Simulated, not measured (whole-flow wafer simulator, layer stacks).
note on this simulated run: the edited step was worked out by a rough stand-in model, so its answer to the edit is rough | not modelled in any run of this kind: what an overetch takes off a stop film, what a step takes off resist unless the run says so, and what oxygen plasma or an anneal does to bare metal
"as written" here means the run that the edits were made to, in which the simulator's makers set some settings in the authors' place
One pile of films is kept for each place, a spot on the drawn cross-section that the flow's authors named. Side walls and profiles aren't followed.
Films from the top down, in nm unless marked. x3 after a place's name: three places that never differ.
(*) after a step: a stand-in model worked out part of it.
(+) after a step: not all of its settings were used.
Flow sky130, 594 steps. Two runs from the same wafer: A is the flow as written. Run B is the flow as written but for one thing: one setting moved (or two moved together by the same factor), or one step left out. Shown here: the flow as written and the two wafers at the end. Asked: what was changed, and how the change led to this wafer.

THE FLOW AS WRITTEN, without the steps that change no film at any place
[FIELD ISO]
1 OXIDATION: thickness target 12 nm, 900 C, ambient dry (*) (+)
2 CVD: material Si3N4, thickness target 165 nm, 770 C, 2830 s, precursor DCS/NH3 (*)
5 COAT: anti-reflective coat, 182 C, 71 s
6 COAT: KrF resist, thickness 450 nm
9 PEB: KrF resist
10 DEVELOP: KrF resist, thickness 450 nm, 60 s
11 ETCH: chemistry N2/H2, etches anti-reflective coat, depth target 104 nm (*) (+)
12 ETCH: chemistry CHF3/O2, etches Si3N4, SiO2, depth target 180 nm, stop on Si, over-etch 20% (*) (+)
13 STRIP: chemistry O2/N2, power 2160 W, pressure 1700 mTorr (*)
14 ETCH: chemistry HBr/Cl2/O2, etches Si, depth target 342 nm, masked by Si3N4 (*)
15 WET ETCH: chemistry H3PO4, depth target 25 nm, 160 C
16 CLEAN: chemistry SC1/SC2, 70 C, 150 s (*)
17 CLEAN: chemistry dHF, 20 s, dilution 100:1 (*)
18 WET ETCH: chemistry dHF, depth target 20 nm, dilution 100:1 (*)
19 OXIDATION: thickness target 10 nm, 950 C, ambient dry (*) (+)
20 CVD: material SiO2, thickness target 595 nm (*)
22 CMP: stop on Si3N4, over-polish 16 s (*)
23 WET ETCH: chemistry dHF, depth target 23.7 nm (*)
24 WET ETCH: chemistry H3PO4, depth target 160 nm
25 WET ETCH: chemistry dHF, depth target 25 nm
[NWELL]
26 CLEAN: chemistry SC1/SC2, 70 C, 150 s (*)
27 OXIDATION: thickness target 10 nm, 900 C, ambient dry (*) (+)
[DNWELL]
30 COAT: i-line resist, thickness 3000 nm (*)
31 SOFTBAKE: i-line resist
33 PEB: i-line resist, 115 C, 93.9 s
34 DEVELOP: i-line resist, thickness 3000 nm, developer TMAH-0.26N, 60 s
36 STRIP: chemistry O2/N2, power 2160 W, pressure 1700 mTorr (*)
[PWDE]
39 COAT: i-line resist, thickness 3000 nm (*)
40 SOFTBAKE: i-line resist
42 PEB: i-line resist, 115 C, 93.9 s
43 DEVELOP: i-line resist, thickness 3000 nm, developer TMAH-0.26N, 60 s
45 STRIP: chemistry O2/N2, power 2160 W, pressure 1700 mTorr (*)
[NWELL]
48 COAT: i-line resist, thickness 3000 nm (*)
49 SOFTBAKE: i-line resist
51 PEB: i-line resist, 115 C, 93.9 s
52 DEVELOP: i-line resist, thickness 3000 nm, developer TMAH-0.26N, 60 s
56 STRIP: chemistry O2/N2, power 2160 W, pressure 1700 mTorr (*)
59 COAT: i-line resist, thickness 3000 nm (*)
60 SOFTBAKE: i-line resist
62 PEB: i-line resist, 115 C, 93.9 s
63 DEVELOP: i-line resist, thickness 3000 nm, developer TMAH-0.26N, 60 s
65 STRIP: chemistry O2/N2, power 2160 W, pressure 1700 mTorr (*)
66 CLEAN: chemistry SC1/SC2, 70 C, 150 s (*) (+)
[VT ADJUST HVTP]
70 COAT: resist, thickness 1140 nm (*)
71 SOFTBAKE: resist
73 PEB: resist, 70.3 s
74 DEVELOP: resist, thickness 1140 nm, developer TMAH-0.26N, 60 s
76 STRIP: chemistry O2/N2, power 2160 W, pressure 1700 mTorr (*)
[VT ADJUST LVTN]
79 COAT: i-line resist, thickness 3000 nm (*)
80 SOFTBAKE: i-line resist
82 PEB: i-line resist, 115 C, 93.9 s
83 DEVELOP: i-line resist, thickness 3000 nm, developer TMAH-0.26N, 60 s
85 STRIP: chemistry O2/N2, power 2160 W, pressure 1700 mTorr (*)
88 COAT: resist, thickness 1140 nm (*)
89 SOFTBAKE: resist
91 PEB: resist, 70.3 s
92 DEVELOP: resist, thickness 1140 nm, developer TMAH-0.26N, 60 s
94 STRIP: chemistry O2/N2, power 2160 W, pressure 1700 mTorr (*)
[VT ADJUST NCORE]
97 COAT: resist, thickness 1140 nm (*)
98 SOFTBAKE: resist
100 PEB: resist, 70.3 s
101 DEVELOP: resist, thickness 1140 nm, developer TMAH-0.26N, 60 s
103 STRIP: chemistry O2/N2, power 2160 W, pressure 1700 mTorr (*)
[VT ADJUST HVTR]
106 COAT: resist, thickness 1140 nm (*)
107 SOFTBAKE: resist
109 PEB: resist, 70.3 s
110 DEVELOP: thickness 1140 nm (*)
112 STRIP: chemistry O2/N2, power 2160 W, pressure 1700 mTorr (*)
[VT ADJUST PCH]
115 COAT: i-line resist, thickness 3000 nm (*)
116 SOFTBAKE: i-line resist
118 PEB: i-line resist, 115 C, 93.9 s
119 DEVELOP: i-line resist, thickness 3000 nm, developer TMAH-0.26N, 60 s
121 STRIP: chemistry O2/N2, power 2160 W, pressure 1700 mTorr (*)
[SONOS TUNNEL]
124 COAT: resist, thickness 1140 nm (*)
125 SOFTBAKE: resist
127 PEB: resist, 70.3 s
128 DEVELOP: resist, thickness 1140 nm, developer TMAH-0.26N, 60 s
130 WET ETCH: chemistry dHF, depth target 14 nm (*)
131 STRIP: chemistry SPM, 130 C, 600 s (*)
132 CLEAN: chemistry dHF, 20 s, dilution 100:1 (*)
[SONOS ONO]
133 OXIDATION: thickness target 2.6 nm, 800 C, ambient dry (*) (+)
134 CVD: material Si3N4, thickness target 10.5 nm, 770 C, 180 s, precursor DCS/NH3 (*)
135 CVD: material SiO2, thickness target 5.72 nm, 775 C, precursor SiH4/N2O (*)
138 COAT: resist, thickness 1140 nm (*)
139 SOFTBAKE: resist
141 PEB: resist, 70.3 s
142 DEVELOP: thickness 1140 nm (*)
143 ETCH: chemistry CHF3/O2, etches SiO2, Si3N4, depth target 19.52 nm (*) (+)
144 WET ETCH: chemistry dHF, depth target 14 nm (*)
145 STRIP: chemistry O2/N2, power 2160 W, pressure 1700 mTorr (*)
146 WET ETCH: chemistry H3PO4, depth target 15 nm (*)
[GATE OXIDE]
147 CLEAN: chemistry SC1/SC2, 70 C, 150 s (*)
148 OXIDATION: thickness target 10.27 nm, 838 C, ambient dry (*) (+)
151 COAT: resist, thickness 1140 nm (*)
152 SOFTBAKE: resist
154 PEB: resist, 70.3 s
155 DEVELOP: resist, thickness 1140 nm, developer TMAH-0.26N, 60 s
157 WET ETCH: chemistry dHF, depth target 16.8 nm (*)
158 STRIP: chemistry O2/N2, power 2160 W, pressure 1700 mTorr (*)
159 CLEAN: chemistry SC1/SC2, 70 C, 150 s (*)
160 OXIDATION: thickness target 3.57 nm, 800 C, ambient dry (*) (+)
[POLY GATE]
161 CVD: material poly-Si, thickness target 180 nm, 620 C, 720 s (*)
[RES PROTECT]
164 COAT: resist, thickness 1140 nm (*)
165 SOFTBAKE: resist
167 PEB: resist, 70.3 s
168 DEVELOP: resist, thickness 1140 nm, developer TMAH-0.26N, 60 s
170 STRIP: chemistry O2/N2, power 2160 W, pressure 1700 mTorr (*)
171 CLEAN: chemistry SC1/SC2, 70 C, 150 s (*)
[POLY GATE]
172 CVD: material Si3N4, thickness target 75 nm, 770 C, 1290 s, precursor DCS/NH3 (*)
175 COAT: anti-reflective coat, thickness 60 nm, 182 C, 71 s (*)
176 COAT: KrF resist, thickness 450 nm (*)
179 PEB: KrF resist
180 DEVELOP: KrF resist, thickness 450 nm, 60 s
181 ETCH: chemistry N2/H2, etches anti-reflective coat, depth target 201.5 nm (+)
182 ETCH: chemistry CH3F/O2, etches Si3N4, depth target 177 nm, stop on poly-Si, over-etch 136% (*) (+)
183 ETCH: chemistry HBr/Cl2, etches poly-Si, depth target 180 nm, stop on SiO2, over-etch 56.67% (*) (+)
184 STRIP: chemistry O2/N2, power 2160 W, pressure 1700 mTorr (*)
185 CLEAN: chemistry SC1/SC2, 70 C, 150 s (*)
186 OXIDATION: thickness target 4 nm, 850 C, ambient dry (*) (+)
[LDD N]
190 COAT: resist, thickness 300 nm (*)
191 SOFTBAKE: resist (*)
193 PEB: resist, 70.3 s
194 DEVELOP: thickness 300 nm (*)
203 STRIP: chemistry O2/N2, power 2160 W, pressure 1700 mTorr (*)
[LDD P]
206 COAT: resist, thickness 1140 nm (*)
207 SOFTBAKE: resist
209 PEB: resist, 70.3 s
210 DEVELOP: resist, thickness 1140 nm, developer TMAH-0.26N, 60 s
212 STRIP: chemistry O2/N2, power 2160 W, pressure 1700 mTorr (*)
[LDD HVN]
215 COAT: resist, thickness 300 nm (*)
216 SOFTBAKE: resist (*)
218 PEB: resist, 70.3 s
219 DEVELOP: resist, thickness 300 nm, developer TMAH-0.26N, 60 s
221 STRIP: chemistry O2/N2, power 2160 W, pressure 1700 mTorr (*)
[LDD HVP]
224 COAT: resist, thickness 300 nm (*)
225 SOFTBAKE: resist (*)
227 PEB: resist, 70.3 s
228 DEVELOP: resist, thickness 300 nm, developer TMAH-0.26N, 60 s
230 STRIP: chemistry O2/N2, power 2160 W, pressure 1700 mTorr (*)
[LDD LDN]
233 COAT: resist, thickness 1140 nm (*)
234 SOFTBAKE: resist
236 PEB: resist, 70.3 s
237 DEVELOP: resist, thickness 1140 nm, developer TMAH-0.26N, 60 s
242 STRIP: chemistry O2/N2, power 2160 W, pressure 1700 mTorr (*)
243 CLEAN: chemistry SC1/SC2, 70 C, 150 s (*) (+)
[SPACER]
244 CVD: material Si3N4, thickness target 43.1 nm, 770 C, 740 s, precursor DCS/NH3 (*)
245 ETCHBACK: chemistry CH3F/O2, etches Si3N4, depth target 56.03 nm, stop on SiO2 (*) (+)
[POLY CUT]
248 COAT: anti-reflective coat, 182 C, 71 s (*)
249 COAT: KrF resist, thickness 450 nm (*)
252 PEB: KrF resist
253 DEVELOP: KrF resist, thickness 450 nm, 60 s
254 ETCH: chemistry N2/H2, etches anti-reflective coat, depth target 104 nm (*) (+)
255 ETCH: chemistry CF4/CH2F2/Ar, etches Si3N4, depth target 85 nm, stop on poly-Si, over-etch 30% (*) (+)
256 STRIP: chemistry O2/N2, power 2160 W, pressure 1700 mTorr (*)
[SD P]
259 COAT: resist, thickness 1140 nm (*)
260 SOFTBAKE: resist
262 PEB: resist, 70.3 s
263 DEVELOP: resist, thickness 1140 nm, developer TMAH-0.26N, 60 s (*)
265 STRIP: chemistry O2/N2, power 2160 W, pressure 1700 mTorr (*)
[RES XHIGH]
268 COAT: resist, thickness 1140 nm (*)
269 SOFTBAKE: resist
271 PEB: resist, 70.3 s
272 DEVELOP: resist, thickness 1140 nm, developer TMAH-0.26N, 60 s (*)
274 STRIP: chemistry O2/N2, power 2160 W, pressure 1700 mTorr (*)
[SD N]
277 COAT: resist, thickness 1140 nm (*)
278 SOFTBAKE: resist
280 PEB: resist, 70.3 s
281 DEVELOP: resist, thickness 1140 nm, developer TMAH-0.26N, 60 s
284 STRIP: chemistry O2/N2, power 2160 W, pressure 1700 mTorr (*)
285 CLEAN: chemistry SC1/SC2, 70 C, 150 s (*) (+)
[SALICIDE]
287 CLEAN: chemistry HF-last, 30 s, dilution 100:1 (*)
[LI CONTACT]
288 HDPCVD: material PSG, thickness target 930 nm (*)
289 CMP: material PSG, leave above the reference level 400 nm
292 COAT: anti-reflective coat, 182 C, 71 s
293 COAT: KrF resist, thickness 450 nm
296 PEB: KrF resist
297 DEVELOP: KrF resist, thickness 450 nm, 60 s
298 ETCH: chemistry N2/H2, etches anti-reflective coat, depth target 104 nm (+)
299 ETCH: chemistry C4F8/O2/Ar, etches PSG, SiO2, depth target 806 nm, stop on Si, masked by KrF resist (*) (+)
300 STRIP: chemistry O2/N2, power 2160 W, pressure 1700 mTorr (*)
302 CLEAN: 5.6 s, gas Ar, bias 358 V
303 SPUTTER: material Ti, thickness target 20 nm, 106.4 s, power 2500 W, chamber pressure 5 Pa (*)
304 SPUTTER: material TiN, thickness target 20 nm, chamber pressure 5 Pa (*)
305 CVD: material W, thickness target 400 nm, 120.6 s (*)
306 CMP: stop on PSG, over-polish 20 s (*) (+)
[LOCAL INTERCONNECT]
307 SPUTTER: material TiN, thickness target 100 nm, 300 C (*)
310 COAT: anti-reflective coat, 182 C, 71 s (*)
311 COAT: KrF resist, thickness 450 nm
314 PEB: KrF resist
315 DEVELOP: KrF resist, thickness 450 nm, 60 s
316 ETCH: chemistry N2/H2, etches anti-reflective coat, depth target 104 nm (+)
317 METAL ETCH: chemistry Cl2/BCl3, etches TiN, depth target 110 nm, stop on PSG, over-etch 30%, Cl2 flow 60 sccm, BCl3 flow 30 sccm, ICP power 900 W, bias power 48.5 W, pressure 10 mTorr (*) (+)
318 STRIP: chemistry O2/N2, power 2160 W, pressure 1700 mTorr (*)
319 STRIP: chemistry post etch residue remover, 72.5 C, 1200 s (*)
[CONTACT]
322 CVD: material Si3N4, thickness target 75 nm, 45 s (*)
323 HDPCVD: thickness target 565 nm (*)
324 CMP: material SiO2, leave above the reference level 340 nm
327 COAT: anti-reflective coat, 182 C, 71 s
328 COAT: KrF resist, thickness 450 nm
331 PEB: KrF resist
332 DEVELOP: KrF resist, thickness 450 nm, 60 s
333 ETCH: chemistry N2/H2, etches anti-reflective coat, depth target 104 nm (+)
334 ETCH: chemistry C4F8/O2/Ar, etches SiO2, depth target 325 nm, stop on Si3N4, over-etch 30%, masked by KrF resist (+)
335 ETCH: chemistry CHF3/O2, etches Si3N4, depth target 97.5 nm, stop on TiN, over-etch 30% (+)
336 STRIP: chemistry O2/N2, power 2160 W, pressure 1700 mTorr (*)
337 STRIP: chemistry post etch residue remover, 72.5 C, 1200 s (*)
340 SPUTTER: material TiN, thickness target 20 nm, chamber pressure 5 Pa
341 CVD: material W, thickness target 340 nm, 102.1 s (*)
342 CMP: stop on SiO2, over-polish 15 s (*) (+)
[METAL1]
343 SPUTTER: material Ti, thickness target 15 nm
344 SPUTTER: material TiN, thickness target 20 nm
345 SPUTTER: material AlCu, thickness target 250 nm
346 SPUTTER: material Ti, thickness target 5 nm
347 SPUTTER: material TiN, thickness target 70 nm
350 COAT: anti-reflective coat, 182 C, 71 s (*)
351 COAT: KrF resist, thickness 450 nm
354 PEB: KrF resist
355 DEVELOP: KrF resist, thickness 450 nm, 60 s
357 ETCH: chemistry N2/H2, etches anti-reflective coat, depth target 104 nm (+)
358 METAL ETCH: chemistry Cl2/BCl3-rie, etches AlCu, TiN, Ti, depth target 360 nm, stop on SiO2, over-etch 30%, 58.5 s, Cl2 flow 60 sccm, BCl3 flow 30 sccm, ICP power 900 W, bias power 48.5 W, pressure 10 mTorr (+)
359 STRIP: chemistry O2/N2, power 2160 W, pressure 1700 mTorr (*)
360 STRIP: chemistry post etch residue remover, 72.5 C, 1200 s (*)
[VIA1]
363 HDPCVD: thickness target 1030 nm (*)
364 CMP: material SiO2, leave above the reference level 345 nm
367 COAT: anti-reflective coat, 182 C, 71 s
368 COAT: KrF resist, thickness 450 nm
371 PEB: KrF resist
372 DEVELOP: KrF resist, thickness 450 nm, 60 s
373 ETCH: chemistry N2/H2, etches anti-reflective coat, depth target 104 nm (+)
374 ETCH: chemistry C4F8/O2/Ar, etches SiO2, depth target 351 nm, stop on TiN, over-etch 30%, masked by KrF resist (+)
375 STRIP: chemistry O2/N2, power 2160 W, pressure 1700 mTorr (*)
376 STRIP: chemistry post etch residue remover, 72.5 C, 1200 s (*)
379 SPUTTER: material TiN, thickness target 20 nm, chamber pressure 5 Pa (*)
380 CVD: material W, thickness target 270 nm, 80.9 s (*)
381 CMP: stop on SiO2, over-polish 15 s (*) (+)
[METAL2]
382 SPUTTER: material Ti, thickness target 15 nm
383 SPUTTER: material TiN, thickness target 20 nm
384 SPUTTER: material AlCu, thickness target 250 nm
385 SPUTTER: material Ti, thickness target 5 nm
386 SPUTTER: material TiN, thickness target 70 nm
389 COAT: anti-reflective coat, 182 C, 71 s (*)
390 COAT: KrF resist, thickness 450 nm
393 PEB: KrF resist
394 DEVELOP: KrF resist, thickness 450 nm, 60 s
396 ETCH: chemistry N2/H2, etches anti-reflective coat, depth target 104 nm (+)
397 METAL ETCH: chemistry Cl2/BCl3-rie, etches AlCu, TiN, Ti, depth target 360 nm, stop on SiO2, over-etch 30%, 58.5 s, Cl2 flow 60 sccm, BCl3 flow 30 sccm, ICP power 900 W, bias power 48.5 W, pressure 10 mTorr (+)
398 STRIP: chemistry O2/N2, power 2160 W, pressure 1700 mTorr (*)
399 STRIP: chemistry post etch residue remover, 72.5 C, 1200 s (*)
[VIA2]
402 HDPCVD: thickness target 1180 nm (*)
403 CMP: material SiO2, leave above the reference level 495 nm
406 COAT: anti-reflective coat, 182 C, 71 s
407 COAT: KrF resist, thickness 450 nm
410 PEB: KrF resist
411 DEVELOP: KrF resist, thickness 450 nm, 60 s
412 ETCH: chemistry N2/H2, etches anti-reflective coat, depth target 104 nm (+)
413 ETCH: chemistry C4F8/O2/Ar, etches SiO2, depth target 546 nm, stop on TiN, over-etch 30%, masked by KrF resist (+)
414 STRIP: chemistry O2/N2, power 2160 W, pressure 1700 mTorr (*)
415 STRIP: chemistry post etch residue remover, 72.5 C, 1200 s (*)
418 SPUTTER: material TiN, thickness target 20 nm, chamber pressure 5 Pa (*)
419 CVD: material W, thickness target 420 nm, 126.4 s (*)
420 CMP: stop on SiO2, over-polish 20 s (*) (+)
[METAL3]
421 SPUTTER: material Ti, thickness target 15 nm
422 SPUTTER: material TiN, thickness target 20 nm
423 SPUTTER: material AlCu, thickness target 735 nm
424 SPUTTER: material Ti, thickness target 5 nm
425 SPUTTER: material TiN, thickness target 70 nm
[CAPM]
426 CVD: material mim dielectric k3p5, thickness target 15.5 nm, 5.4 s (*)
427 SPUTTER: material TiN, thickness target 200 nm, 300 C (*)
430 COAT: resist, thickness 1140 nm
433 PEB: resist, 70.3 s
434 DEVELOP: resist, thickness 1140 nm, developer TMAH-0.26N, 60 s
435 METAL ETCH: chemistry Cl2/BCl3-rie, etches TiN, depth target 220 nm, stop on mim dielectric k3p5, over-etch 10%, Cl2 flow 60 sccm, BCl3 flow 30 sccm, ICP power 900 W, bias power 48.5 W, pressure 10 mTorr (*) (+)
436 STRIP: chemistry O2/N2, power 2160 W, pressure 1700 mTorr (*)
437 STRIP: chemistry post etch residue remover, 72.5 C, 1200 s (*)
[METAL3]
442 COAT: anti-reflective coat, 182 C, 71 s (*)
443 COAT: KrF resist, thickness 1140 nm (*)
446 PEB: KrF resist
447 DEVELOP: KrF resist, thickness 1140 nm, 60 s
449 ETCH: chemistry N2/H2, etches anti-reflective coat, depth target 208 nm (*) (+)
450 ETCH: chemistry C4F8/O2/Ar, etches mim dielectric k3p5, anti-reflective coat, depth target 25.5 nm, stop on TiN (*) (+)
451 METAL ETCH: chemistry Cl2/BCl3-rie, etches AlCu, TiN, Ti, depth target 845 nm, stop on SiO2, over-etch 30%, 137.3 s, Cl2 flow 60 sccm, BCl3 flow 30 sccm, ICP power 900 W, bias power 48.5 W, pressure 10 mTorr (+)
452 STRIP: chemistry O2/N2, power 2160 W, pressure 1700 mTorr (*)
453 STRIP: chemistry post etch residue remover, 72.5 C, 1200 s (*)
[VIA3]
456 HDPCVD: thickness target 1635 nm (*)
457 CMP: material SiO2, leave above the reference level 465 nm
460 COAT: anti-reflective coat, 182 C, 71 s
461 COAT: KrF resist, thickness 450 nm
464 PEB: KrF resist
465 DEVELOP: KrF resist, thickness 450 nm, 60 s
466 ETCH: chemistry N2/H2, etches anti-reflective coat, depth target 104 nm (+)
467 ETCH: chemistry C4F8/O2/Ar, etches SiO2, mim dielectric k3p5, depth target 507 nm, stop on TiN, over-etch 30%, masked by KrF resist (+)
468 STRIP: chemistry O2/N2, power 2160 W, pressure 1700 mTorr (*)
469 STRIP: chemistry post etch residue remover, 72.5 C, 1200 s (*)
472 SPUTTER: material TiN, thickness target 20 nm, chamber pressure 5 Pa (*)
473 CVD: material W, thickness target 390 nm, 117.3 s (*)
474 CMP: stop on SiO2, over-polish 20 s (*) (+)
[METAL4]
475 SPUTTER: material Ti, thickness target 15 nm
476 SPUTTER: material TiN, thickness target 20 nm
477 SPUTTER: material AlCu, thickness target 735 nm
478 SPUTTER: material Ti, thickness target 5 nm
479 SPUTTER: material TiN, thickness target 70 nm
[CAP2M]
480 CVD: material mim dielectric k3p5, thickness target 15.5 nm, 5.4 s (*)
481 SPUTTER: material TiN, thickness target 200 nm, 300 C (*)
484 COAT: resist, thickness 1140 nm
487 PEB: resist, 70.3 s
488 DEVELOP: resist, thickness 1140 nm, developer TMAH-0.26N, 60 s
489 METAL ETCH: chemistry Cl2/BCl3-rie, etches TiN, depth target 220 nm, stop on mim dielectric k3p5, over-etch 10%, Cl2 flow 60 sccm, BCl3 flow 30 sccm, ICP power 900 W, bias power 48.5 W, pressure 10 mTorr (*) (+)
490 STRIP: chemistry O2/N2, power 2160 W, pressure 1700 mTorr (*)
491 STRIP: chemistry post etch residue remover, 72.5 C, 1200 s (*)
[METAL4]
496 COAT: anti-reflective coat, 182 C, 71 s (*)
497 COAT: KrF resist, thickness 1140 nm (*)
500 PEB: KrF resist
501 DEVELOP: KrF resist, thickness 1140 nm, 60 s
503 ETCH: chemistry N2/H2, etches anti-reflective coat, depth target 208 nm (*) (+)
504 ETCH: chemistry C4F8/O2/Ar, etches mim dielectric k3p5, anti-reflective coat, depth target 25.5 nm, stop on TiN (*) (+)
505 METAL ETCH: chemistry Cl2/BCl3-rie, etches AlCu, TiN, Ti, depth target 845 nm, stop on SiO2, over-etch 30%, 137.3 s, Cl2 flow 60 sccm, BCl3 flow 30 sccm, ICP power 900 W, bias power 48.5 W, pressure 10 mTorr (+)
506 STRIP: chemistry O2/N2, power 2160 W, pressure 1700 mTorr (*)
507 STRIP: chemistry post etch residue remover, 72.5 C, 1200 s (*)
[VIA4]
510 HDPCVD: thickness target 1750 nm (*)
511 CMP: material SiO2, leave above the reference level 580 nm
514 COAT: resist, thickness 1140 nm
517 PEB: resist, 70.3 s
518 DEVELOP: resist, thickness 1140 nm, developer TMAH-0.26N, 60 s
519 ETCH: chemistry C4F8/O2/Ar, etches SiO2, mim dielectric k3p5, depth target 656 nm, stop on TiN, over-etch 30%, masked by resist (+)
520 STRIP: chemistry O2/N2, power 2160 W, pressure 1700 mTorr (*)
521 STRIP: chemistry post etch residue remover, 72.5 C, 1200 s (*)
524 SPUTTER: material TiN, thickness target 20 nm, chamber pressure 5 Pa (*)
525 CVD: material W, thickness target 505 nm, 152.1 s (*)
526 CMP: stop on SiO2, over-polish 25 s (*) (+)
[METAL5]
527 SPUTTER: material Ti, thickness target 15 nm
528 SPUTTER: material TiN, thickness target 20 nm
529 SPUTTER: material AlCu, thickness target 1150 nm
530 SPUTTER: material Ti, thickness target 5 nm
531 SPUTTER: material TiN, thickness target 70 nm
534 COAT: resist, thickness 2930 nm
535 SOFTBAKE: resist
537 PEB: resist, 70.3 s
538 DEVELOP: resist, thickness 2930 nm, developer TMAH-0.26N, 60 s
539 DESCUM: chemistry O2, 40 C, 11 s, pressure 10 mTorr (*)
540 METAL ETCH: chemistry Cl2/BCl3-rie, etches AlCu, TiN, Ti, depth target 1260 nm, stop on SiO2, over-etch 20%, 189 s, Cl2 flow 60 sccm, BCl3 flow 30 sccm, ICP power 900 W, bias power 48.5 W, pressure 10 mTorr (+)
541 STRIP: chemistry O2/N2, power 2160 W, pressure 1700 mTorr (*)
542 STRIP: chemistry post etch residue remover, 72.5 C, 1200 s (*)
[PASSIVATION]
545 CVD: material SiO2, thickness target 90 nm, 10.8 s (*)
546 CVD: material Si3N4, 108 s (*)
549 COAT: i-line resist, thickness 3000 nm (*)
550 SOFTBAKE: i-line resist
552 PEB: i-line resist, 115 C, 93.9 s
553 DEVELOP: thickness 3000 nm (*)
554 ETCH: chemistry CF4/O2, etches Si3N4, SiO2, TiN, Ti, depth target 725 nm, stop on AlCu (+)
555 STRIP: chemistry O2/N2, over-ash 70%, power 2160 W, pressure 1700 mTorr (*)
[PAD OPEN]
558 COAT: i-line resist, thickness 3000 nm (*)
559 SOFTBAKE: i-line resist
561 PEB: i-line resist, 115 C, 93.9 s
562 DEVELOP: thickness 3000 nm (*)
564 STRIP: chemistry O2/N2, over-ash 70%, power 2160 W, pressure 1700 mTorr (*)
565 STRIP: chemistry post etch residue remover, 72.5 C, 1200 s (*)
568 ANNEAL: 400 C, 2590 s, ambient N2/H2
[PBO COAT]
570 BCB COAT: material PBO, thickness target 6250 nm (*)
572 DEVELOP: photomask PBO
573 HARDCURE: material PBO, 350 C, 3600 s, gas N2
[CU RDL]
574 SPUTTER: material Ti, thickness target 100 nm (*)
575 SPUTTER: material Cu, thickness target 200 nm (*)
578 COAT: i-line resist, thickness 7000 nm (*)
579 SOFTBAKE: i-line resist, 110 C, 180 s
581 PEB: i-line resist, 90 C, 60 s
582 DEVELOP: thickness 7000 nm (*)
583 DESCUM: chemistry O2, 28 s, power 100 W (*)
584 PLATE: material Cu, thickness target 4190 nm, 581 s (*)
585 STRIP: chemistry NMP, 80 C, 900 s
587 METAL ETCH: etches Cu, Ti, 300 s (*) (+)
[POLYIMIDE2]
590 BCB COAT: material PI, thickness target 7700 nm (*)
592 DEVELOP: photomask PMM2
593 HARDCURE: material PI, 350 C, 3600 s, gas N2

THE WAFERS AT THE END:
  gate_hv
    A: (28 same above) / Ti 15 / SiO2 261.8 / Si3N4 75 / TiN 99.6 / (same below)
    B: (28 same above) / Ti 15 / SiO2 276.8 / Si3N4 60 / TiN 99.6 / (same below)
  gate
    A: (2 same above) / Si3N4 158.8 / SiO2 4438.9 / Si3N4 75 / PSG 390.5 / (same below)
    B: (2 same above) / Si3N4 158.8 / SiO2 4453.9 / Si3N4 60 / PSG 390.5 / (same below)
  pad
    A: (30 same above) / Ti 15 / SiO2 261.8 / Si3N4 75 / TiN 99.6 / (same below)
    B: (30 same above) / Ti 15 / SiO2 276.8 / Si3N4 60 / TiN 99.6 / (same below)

The cause: step 322, CVD: thickness target 60 nm was run, where the flow has thickness target 75 nm; step 322, CVD: 36 s was run, where the flow has 45 s.
It can be read off the wafer: gate_hv has Si3N4 60, and step 322 as written asks for 75 nm.

How the change led to this, step by step:
  322 CVD: material Si3N4, thickness target 75 nm, 45 s (*)
      field, active, n_well and 188 more: A Si3N4 +75 (new film) | B Si3N4 +60 (new film)
  324 CMP: material SiO2, leave above the reference level 340 nm
      n_well, p_well, gate_hv and 93 more: A SiO2 -300 | B SiO2 -285
      field, active, gate and 88 more: A SiO2 -200.4 | B SiO2 -185.4
      (and at 4 more places)
  334 ETCH: chemistry C4F8/O2/Ar, etches SiO2, depth target 325 nm, stop on Si3N4, over-etch 30%, masked by KrF resist (+)
      poly_licon, ndiff_licon, ndiff_licon_cpp, rpo_hd_licon: A SiO2 -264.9 (all of it) | B SiO2 -279.9 (all of it)
  335 ETCH: chemistry CHF3/O2, etches Si3N4, depth target 97.5 nm, stop on TiN, over-etch 30% (+)
      field, active, n_well and 184 more: A KrF resist -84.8 | B KrF resist -67.8
      poly_licon, ndiff_licon, ndiff_licon_cpp, rpo_hd_licon: A Si3N4 -75 (all of it) | B Si3N4 -60 (all of it)
  336 STRIP: chemistry O2/N2, power 2160 W, pressure 1700 mTorr (*)
      field, active, n_well and 184 more: A KrF resist -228 (all of it), anti-reflective coat -80 (all of it) | B KrF resist -245 (all of it), anti-reflective coat -80 (all of it)
